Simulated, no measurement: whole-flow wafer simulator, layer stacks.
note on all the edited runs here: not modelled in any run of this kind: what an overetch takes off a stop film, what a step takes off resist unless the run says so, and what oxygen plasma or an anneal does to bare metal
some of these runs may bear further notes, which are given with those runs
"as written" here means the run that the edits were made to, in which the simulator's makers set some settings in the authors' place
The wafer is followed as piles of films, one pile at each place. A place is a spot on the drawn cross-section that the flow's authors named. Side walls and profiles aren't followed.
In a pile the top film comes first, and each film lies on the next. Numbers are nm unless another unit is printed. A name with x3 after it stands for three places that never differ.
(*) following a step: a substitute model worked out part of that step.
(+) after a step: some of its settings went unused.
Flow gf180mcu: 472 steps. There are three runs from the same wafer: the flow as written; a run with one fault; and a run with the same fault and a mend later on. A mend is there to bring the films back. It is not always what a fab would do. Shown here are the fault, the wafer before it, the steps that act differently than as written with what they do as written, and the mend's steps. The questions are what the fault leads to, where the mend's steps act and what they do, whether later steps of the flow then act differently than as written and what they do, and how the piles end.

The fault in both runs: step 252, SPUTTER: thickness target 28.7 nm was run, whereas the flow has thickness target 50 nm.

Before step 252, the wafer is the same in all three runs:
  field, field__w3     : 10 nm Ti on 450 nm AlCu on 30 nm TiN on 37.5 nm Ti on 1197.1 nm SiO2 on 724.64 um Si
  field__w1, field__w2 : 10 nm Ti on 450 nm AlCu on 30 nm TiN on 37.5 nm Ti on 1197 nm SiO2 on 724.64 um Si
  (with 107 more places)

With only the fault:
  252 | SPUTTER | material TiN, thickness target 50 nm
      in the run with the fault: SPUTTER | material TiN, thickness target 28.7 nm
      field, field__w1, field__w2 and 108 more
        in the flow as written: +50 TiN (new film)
        in the run with the fault: +28.7 TiN (new film)
  Steps later in the flow that act otherwise than as written (not shown: 2 more steps that differ only slightly, by at most 2% or 0.5 nm, whichever is larger):
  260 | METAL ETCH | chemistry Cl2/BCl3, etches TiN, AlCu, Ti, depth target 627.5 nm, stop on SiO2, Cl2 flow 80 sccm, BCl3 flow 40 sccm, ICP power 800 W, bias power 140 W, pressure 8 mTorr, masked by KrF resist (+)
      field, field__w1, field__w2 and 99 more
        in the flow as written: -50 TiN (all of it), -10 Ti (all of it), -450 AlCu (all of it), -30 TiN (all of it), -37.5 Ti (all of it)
        in the run with the fault: -28.7 TiN (all of it), -10 Ti (all of it), -450 AlCu (all of it), -30 TiN (all of it), -37.5 Ti (all of it)
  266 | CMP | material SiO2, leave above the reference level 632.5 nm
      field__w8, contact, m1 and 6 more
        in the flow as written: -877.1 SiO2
        in the run with the fault: -855.8 SiO2
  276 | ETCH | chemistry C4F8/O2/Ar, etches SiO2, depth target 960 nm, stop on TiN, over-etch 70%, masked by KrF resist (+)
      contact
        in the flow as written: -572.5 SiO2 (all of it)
        in the run with the fault: -593.8 SiO2 (all of it)
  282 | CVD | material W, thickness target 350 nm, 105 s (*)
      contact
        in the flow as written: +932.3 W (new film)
        in the run with the fault: +953.8 W (new film)
  By the end, the piles at field__w8, contact, m1 and 6 more depart from the flow's by more than 2% or 0.5 nm, whichever is larger.
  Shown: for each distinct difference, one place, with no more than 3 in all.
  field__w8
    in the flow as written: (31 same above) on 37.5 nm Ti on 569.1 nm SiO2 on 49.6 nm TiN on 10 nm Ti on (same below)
    in the run with the fault: (31 same above) on 37.5 nm Ti on 590.4 nm SiO2 on 28.3 nm TiN on 10 nm Ti on (same below)
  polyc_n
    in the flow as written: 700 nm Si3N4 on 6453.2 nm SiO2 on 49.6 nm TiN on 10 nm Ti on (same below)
    in the run with the fault: 700 nm Si3N4 on 6474.5 nm SiO2 on 28.3 nm TiN on 10 nm Ti on (same below)
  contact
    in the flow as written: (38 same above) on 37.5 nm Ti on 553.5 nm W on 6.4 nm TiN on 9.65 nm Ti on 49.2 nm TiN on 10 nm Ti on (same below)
    in the run with the fault: (38 same above) on 37.5 nm Ti on 575 nm W on 6.32 nm TiN on 9.53 nm Ti on 27.9 nm TiN on 10 nm Ti on (same below)

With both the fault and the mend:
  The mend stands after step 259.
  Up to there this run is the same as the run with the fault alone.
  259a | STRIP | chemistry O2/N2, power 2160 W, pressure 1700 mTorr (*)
      field__w8, contact, m1 and 6 more
        -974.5 KrF resist (all of it)
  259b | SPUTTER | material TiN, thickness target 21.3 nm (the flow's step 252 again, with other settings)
      field, field__w1, field__w2 and 108 more
        +21.3 TiN
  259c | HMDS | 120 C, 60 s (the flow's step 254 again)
      does not change any film at any place that is followed
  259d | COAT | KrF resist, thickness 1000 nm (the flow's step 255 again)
      field, field__w1, field__w2 and 108 more
        +1000 KrF resist (new film)
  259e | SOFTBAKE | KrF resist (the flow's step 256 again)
      does not change any film at any place that is followed
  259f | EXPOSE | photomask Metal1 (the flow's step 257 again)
      does not change any film at any place that is followed
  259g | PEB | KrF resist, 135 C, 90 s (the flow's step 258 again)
      field, field__w1, field__w2 and 108 more
        -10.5 KrF resist
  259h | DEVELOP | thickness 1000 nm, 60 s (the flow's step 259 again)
      field, field__w1, field__w2 and 99 more
        -989.5 KrF resist (all of it)
      field__w8, contact, m1 and 6 more
        -14.9 KrF resist
  Later steps of the flow that are run all act as written at every place that is followed.
  By the end, the piles equal the flow's at every place that both follow.
